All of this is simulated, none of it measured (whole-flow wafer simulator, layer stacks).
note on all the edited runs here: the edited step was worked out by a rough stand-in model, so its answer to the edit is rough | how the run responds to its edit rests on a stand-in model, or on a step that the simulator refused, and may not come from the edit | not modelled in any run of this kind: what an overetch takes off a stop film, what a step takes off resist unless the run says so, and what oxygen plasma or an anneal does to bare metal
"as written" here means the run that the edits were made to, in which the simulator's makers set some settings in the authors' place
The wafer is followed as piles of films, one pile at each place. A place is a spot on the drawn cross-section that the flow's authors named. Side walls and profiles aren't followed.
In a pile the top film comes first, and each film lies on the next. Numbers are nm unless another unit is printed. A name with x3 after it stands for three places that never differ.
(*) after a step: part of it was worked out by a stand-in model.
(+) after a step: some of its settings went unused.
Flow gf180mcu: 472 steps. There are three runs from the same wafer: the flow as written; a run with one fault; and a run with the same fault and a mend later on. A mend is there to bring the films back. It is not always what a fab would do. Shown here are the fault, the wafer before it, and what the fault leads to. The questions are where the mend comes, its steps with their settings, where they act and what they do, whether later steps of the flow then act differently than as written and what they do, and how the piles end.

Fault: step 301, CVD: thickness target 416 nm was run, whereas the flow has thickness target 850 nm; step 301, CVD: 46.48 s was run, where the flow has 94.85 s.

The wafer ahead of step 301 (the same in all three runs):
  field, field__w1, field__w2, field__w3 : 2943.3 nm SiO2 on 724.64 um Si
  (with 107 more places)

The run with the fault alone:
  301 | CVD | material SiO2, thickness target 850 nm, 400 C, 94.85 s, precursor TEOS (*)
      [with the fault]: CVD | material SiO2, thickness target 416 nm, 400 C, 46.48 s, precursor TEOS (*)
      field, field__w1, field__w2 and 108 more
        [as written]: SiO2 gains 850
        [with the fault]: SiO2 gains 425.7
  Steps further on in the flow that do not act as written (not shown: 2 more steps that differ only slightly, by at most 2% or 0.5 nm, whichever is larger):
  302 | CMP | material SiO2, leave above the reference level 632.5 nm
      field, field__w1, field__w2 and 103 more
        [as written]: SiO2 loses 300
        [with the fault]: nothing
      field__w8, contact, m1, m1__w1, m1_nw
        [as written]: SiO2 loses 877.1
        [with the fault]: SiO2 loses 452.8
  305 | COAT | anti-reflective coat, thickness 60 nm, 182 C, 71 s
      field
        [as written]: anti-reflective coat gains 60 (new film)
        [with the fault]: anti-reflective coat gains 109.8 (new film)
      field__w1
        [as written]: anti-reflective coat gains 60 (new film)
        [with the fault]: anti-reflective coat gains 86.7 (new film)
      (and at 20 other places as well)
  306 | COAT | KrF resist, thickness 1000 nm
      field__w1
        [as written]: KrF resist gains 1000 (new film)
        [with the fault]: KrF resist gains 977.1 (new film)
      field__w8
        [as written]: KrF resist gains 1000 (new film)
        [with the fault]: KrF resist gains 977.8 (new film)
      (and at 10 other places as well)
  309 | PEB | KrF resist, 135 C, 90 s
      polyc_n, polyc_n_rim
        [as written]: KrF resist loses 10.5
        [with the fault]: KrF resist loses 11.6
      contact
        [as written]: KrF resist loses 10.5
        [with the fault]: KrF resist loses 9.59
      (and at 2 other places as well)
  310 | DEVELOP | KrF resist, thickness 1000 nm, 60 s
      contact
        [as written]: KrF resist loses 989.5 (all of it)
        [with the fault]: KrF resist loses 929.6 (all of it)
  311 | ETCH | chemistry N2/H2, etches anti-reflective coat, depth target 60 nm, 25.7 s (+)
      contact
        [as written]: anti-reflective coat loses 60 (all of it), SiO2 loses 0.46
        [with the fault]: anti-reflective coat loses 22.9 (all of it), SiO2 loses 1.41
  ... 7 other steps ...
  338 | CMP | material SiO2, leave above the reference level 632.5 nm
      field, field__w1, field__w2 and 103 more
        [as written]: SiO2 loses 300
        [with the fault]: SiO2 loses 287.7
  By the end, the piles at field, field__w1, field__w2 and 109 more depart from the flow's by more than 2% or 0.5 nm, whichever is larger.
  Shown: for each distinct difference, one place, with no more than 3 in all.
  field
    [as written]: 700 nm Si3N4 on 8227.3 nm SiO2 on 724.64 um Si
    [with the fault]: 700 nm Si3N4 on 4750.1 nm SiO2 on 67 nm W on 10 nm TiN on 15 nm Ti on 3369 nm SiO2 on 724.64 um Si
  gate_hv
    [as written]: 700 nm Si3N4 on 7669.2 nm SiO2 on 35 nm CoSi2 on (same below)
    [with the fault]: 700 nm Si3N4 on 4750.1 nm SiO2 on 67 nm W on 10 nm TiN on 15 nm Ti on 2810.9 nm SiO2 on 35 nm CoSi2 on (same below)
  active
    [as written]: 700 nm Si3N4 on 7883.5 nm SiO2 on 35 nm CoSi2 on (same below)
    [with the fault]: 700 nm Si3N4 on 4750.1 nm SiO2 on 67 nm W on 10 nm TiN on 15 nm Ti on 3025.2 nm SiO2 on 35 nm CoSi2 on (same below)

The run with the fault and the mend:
  The mend follows step 301.
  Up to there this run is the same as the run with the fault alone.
  301a | CVD | material SiO2, thickness target 434 nm, 400 C, 48.43 s, precursor TEOS (*) (the flow's step 301, run once more with other settings)
      field, field__w1, field__w2 and 108 more
        SiO2 gains 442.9
  Steps further on in the flow that do not act as written:
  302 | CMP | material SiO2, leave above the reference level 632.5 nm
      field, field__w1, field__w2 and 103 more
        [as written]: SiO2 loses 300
        [with the mend]: SiO2 loses 318.6
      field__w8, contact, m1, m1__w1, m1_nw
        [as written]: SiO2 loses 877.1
        [with the mend]: SiO2 loses 895.7
  At every place that both follow, the piles at the end match the flow's.
